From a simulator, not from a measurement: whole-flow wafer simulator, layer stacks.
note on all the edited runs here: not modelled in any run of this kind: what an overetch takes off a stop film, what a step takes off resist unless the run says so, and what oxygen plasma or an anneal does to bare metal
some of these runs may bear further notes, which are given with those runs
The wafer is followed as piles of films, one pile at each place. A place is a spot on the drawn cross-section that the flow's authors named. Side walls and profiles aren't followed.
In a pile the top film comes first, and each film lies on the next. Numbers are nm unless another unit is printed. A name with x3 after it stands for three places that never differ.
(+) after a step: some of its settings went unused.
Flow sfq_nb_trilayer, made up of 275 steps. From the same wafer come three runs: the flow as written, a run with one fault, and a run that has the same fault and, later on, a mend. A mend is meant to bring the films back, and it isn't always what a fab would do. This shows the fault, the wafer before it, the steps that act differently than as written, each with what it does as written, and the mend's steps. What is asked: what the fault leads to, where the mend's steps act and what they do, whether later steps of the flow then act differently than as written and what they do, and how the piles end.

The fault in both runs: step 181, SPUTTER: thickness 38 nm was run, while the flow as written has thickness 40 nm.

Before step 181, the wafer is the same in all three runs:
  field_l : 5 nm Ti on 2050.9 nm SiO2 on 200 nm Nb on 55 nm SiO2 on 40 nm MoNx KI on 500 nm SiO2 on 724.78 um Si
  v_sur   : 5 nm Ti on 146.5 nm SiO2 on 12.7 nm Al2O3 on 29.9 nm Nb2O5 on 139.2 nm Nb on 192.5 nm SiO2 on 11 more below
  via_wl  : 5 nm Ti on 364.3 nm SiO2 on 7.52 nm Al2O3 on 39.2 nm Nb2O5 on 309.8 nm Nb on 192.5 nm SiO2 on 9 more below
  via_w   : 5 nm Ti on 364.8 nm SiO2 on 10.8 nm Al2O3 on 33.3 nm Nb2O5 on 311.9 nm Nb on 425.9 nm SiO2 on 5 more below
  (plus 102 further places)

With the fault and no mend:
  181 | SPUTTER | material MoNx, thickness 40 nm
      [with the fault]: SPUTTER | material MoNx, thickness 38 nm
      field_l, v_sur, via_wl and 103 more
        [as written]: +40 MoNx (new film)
        [with the fault]: +38 MoNx (new film)
  Steps later in the flow that act otherwise than as written (20 other steps are not shown; they differ only slightly, by no more than 2% or 0.5 nm, whichever is larger):
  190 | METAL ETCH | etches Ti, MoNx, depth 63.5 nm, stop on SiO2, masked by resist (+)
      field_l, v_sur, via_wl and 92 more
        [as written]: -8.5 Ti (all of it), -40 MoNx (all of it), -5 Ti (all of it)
        [with the fault]: -8.5 Ti (all of it), -38 MoNx (all of it), -5 Ti (all of it)
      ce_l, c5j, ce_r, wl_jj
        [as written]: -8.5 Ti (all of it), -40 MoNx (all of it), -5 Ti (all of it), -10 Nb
        [with the fault]: -8.5 Ti (all of it), -38 MoNx (all of it), -5 Ti (all of it), -12 Nb
  The piles end different from the flow's at be_r, r_sur, res, r_end, r5r_line_l, r5r_line_c, r5r_line_r by more than 2% or 0.5 nm, whichever is larger.
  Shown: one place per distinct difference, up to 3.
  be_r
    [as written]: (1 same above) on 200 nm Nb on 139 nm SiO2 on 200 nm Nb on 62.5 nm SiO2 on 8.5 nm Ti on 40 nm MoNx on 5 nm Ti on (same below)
    [with the fault]: (1 same above) on 200 nm Nb on 141 nm SiO2 on 200 nm Nb on 62.5 nm SiO2 on 8.5 nm Ti on 38 nm MoNx on 5 nm Ti on (same below)
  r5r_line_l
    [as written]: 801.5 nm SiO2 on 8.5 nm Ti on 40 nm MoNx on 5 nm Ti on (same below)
    [with the fault]: 803.5 nm SiO2 on 8.5 nm Ti on 38 nm MoNx on 5 nm Ti on (same below)
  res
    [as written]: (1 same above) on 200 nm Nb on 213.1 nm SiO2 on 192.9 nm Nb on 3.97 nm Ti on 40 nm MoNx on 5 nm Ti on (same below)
    [with the fault]: (1 same above) on 200 nm Nb on 215.1 nm SiO2 on 192.9 nm Nb on 3.97 nm Ti on 38 nm MoNx on 5 nm Ti on (same below)

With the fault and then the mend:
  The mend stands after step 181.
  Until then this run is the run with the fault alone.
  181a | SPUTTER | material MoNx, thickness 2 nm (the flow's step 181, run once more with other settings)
      field_l, v_sur, via_wl and 103 more
        +2 MoNx
  None of the later steps of the flow acts differently than as written at any place that is followed.
  The piles end the same as the flow's at every place that both follow.
